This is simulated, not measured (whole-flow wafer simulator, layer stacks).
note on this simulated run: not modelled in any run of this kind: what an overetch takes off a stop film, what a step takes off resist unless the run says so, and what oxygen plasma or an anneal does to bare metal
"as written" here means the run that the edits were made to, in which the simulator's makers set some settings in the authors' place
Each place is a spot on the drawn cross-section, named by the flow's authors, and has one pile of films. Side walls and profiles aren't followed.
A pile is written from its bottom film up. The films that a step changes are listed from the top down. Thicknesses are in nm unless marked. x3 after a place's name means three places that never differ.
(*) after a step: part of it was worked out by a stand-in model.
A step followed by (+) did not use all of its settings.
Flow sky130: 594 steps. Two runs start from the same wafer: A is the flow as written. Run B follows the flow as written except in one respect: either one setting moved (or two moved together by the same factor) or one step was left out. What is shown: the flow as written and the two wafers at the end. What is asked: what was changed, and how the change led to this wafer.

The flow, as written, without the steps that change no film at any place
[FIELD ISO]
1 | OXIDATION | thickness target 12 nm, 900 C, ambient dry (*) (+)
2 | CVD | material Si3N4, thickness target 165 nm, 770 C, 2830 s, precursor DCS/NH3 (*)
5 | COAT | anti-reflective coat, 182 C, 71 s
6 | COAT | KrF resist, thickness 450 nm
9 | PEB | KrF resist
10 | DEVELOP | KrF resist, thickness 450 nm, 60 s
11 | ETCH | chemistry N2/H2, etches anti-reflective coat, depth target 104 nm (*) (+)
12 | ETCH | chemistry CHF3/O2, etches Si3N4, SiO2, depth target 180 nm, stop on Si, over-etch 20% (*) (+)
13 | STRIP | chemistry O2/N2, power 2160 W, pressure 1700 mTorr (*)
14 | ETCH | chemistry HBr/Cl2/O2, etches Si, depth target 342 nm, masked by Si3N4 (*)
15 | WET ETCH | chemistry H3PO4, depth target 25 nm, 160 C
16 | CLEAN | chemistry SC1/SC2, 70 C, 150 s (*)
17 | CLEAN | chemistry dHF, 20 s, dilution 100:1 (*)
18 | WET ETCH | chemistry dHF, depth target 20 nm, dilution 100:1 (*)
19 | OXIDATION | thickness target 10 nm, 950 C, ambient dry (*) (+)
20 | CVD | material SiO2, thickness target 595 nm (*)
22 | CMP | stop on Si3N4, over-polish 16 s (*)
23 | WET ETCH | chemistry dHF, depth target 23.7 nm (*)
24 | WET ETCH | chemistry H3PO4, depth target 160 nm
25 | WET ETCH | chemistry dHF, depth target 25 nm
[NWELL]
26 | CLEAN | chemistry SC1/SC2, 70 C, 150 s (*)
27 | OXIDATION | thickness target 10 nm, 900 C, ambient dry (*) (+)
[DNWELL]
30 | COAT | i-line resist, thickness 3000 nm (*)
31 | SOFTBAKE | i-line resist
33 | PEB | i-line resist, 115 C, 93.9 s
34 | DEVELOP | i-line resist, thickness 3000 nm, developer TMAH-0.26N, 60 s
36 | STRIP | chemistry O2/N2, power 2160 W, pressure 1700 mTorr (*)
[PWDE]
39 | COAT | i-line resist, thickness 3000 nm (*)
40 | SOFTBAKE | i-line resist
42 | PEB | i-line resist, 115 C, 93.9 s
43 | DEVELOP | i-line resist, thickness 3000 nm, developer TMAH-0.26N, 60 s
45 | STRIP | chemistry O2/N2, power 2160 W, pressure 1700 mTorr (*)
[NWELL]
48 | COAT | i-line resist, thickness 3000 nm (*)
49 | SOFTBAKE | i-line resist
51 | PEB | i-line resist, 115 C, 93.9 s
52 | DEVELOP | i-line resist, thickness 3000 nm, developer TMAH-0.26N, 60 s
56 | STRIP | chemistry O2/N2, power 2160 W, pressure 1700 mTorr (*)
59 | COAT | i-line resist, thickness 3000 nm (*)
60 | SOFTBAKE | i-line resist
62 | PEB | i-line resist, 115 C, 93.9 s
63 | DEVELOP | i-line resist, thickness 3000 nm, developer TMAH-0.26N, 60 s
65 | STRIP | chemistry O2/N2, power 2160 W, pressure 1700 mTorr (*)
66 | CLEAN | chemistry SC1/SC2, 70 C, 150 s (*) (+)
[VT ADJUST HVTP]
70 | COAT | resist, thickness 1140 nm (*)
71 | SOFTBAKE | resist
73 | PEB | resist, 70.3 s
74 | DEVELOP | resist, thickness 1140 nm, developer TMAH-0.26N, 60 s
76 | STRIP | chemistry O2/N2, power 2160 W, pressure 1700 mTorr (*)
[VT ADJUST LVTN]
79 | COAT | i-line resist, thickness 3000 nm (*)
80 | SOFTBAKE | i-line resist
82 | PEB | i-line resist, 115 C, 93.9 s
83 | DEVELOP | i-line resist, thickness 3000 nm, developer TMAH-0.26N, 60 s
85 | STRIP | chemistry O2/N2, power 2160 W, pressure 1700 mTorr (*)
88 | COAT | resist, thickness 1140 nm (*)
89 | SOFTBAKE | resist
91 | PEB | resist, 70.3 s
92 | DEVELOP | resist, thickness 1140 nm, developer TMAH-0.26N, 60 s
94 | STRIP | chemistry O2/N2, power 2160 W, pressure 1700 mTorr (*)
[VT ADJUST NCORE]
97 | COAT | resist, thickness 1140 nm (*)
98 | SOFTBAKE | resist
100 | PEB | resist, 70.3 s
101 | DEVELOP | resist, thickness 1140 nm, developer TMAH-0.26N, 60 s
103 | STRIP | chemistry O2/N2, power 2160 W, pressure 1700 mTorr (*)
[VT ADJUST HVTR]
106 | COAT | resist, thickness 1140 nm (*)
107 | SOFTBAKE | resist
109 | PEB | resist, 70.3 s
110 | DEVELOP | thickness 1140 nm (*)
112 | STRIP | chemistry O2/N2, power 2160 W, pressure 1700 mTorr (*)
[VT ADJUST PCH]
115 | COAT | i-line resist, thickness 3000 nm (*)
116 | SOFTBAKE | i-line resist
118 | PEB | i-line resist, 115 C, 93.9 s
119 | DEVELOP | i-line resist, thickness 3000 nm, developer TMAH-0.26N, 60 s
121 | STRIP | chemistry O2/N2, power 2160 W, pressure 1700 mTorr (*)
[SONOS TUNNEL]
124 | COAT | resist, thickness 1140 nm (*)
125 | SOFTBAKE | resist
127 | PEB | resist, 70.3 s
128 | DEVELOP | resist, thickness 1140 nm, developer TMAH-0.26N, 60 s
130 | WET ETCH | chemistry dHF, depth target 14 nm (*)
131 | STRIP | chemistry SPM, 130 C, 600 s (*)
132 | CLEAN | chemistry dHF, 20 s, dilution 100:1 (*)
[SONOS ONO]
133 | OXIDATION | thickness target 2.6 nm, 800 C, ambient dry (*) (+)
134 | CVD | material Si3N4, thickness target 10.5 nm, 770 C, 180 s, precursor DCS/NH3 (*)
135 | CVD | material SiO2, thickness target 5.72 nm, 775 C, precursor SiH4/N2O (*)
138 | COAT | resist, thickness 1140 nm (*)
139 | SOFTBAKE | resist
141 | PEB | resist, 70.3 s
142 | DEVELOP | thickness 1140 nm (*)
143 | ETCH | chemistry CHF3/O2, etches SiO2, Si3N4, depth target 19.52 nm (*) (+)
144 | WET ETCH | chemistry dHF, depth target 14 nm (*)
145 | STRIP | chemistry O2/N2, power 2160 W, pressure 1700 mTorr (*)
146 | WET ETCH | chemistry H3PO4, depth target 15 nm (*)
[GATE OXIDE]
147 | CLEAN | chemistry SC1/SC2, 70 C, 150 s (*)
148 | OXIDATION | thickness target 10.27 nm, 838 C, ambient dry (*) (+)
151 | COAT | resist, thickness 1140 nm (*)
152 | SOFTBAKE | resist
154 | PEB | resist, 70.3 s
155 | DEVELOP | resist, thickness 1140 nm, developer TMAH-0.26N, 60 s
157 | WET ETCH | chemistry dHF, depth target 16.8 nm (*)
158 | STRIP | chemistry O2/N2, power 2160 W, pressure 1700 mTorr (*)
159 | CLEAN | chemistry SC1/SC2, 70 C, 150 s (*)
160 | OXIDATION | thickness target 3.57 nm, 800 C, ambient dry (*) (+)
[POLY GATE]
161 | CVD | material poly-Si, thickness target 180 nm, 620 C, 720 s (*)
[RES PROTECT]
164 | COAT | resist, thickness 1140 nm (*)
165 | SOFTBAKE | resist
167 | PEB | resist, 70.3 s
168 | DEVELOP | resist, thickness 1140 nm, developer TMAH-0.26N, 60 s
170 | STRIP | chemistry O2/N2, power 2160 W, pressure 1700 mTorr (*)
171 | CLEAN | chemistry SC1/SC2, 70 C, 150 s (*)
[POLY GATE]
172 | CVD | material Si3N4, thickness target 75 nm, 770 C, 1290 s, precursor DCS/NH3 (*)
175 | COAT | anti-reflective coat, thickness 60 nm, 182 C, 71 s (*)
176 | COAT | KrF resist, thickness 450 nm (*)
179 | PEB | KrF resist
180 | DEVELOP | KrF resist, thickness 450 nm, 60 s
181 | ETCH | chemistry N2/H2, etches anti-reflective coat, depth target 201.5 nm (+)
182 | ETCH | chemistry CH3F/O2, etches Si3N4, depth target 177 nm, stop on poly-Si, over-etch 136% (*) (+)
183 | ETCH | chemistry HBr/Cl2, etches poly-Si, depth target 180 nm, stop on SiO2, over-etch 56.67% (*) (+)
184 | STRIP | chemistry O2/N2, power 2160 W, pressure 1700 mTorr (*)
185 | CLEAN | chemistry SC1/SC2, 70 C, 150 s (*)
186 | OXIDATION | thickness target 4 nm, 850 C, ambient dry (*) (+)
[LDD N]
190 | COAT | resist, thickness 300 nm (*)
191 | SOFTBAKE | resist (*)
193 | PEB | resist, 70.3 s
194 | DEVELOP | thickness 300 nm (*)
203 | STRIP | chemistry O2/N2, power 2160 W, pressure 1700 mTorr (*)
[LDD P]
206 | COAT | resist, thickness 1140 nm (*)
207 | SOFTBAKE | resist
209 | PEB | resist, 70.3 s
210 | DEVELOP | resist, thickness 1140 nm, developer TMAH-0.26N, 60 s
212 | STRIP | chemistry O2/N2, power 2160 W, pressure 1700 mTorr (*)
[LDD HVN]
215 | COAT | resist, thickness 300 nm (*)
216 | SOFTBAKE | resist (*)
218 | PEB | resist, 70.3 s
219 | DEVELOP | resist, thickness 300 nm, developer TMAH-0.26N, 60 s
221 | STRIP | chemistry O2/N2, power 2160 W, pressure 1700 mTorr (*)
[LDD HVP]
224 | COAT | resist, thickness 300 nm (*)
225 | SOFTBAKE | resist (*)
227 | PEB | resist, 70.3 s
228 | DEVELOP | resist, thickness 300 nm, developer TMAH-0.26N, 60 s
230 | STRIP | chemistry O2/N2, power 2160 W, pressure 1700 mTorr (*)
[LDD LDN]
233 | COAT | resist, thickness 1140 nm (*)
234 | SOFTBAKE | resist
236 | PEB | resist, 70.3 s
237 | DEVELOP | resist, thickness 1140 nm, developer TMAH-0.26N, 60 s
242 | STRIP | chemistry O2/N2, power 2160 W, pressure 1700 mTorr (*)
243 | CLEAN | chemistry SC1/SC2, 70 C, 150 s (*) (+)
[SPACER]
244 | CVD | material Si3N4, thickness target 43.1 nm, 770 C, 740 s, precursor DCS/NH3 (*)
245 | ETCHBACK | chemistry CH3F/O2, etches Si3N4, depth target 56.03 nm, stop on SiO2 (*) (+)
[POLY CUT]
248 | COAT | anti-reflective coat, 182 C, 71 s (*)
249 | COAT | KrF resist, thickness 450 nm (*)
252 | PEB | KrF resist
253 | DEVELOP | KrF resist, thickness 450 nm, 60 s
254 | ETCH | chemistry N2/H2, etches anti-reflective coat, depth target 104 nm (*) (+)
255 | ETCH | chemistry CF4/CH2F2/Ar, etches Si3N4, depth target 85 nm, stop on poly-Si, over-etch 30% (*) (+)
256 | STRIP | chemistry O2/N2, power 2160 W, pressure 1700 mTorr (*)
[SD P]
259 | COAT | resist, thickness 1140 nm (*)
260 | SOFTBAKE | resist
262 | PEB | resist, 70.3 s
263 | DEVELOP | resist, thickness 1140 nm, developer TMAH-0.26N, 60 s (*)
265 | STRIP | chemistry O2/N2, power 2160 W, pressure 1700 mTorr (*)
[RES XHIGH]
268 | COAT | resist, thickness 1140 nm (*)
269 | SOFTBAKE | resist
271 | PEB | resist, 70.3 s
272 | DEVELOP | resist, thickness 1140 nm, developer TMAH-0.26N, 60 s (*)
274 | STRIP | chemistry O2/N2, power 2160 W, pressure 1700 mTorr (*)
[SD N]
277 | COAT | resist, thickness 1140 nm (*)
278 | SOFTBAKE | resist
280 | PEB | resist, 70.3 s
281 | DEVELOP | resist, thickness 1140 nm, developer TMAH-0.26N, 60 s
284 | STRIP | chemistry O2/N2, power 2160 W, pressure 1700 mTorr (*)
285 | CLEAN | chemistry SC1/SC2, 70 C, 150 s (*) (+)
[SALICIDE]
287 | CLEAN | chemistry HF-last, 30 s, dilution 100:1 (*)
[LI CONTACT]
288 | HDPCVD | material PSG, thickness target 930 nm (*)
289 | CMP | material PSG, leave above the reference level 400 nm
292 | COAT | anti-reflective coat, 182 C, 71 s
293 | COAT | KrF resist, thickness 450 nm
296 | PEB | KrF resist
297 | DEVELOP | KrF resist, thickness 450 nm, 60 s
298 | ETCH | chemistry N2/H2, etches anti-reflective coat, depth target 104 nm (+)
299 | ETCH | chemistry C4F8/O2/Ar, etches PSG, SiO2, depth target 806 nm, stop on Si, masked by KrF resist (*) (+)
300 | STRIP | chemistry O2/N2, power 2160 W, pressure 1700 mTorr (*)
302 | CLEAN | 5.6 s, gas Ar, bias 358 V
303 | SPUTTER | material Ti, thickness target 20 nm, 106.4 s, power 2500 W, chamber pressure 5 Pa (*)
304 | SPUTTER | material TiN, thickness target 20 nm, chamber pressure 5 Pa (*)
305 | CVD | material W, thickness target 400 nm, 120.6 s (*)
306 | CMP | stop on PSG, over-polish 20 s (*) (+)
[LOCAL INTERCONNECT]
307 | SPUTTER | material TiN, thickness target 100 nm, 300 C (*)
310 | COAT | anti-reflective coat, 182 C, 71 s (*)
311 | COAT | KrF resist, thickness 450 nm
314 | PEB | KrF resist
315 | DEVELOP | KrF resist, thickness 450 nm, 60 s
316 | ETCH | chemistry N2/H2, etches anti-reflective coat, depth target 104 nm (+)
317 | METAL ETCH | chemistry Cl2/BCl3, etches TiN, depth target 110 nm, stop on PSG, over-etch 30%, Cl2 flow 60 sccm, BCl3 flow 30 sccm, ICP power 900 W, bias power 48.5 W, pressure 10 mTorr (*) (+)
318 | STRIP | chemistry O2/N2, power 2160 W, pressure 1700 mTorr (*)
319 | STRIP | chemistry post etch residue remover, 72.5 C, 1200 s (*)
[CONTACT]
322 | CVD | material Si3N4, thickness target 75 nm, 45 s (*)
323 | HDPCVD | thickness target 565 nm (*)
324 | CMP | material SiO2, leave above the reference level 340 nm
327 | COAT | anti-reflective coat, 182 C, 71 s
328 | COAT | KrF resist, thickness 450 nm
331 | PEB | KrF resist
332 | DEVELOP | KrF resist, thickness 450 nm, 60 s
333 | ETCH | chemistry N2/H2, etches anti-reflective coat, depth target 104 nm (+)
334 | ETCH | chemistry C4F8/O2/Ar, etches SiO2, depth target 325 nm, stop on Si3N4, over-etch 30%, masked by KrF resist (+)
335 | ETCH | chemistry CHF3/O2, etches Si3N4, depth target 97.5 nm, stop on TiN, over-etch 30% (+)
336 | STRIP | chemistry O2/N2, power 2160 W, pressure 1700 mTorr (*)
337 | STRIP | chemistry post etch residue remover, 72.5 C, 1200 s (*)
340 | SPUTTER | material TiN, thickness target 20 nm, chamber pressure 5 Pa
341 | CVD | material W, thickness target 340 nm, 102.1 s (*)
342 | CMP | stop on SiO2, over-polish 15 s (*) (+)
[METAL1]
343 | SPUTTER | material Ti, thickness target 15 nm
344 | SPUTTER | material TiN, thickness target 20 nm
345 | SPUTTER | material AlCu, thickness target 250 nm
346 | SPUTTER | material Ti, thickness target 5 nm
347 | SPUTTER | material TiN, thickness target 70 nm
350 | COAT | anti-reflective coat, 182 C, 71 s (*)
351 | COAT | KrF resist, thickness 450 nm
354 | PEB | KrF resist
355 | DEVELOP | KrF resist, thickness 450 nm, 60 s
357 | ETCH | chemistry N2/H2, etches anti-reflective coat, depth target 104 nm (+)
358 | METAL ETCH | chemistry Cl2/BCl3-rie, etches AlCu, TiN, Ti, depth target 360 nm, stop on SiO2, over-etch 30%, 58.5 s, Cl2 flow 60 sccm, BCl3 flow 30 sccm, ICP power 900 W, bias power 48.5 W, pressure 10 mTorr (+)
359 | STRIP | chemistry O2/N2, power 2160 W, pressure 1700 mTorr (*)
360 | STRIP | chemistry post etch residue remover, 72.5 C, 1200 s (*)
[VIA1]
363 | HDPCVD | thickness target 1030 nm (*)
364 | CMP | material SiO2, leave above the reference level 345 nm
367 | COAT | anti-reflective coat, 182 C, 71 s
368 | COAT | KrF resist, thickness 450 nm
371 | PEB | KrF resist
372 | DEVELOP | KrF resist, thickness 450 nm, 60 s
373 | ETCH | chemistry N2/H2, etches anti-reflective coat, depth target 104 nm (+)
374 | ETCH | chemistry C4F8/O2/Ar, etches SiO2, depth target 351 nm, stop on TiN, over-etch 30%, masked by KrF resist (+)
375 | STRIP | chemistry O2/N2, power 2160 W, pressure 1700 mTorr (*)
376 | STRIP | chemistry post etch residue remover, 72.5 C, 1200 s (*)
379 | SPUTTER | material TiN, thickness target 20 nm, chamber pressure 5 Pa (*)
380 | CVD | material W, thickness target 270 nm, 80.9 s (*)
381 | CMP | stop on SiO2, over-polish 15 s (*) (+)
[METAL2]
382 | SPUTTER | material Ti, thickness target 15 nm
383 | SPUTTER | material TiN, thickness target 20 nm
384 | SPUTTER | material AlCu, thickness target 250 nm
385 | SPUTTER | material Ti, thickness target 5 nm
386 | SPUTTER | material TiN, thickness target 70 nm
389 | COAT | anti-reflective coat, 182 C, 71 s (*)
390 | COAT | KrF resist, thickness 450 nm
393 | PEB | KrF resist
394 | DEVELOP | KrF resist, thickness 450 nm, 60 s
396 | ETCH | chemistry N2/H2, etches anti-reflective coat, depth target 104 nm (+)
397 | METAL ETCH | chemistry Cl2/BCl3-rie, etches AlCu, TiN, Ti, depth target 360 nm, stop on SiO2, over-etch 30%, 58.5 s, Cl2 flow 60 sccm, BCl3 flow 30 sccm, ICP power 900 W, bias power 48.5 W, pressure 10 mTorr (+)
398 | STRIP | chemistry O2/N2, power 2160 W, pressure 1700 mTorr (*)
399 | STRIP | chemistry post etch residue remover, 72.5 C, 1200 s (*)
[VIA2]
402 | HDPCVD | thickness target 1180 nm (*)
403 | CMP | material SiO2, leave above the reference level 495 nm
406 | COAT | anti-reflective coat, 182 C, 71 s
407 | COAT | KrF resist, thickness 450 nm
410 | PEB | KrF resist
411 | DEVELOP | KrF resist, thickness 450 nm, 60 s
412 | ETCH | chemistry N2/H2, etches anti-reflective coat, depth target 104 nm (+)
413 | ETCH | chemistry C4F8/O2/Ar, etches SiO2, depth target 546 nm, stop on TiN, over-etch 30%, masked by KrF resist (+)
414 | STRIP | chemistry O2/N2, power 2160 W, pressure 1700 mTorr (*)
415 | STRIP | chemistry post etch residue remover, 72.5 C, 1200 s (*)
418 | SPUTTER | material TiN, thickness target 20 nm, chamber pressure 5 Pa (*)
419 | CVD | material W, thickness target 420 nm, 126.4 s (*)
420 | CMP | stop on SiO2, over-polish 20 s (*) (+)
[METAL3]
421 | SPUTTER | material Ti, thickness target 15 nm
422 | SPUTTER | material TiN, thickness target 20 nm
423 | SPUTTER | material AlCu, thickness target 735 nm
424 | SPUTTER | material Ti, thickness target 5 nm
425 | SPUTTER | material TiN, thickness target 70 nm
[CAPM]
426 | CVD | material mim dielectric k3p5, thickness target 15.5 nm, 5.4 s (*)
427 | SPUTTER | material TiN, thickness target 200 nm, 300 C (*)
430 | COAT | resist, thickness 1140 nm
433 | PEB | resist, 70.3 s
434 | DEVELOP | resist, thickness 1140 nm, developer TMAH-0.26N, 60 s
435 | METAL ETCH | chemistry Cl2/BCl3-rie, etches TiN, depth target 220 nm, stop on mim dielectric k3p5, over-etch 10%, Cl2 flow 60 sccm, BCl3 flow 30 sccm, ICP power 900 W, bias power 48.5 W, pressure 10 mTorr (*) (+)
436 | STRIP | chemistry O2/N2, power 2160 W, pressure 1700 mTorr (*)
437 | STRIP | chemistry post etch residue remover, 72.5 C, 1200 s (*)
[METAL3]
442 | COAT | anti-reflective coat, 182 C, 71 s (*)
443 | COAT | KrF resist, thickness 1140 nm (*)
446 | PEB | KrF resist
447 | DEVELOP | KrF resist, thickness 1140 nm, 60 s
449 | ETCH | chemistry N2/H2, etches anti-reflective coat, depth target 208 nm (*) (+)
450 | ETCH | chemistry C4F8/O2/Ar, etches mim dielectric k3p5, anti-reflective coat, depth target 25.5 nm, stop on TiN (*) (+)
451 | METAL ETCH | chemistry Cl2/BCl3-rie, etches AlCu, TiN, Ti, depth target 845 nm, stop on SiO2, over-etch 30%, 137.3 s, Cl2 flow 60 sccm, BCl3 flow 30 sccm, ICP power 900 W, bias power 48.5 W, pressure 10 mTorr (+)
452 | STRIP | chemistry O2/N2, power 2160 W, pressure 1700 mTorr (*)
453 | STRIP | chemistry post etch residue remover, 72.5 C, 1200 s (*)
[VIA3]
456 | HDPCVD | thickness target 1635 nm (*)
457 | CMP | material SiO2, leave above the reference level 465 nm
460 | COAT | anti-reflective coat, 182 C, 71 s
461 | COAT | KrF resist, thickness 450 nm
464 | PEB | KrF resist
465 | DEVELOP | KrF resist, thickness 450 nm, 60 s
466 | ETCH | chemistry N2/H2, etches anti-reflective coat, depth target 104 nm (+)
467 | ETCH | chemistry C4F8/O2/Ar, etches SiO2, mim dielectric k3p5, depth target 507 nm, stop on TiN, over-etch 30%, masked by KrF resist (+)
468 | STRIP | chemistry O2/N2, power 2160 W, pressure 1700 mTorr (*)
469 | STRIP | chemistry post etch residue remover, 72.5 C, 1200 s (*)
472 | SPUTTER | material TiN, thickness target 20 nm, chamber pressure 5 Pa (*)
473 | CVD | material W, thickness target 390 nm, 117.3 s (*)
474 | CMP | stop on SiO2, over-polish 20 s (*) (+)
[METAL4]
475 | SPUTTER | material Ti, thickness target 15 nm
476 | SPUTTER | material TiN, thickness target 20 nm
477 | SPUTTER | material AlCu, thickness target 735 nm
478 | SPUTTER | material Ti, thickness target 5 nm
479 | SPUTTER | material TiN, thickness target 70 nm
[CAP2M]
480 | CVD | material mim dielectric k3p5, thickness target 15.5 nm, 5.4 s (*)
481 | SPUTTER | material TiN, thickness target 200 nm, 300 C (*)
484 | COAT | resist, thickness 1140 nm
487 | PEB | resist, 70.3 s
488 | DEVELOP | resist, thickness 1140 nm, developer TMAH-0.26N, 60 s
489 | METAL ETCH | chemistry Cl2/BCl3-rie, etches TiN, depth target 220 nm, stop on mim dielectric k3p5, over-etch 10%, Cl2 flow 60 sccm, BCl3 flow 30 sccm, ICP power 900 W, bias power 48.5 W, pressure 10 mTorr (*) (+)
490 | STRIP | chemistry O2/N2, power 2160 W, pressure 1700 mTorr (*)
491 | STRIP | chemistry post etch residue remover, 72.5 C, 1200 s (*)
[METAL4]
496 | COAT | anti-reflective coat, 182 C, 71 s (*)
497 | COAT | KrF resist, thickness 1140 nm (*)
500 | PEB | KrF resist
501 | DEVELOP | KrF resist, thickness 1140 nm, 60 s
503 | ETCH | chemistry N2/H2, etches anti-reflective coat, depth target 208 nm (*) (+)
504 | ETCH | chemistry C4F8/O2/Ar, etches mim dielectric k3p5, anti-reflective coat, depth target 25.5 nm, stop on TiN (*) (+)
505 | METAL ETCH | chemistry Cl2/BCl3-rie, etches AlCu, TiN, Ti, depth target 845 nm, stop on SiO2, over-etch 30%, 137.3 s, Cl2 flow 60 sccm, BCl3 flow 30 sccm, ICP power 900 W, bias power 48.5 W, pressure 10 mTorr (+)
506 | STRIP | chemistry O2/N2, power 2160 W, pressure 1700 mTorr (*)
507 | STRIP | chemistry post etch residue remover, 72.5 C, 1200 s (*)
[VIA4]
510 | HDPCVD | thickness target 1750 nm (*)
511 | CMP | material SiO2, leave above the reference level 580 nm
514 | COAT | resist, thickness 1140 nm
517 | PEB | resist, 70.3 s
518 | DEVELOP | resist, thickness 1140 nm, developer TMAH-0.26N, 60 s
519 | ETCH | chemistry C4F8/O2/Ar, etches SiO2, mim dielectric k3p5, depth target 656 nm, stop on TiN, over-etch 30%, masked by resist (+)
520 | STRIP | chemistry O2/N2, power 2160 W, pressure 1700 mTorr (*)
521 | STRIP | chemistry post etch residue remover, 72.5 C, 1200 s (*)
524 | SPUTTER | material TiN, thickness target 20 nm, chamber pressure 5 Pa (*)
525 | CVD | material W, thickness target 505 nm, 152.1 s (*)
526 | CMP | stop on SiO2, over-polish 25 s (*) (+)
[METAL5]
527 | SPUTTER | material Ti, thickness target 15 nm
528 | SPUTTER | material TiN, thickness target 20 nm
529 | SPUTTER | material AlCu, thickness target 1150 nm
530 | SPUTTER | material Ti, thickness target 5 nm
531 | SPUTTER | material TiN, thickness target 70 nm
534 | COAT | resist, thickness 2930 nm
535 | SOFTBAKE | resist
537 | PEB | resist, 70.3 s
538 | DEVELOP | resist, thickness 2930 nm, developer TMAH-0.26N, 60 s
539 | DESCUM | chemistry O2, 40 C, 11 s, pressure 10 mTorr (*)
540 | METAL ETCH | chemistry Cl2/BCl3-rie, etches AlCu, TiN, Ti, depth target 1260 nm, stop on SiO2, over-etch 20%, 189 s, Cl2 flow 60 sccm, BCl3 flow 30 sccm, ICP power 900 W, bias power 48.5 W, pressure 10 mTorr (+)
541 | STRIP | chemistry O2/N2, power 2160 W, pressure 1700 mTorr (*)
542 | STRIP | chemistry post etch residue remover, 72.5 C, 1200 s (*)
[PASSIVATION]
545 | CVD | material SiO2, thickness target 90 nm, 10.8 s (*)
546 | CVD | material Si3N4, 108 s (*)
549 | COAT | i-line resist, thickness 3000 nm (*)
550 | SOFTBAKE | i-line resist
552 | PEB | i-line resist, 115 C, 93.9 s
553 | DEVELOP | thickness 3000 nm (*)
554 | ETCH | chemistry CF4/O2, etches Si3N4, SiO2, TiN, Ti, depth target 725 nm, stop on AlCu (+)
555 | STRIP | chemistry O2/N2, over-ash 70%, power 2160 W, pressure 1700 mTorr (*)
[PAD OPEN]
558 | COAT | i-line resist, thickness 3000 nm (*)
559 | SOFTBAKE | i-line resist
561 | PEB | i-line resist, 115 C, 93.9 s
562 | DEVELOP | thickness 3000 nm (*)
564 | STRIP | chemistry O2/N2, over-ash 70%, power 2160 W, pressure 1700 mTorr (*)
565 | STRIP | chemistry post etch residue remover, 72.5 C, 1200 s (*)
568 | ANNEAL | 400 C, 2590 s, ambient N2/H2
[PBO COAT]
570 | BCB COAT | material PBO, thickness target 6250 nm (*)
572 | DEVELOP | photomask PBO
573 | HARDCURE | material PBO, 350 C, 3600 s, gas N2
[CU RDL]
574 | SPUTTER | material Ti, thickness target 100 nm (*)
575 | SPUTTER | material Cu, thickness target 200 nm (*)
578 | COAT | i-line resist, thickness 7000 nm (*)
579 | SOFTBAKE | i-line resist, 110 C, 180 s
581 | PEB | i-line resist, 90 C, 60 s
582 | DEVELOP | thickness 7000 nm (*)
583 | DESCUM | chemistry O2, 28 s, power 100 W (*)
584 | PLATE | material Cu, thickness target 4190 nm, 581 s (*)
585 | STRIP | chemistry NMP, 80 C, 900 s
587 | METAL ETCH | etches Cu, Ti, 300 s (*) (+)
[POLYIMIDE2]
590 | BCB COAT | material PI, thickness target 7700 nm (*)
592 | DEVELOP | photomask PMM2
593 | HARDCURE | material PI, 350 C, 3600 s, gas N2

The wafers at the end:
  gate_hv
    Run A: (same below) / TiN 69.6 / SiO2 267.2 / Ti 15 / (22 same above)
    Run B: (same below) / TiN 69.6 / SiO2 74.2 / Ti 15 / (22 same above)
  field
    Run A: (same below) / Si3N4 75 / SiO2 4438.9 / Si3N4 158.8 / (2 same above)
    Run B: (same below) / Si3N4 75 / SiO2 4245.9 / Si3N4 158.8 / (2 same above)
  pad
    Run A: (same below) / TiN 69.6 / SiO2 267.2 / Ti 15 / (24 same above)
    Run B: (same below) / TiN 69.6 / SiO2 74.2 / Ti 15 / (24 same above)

What caused this: step 364, CMP: leave above the reference level 152 nm was run, though the flow has leave above the reference level 345 nm.

The path from the change to this, step by step:
  364 | CMP | material SiO2, leave above the reference level 345 nm
      n_well, p_well, gate_hv and 100 more: A -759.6 SiO2 | B -952.6 SiO2
      field, active, gate and 81 more: A -389.1 SiO2 | B -582.1 SiO2
      (and at 4 other places as well)
  374 | ETCH | chemistry C4F8/O2/Ar, etches SiO2, depth target 351 nm, stop on TiN, over-etch 30%, masked by KrF resist (+)
      field, active, n_well and 186 more: A -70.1 KrF resist | B -20 KrF resist
      m1, via1_hole: A -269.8 SiO2 (all of it) | B -76.8 SiO2 (all of it)
  375 | STRIP | chemistry O2/N2, power 2160 W, pressure 1700 mTorr (*)
      field, active, n_well and 186 more: A -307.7 KrF resist (all of it), -80 anti-reflective coat (all of it) | B -357.9 KrF resist (all of it), -80 anti-reflective coat (all of it)
  379 | SPUTTER | material TiN, thickness target 20 nm, chamber pressure 5 Pa (*)
      m1: A +11 TiN | B +15.9 TiN
      via1_hole: A +10.9 TiN | B +15.8 TiN
  380 | CVD | material W, thickness target 270 nm, 80.9 s (*)
      m1, via1_hole: A +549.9 W (new film) | B +352 W (new film)
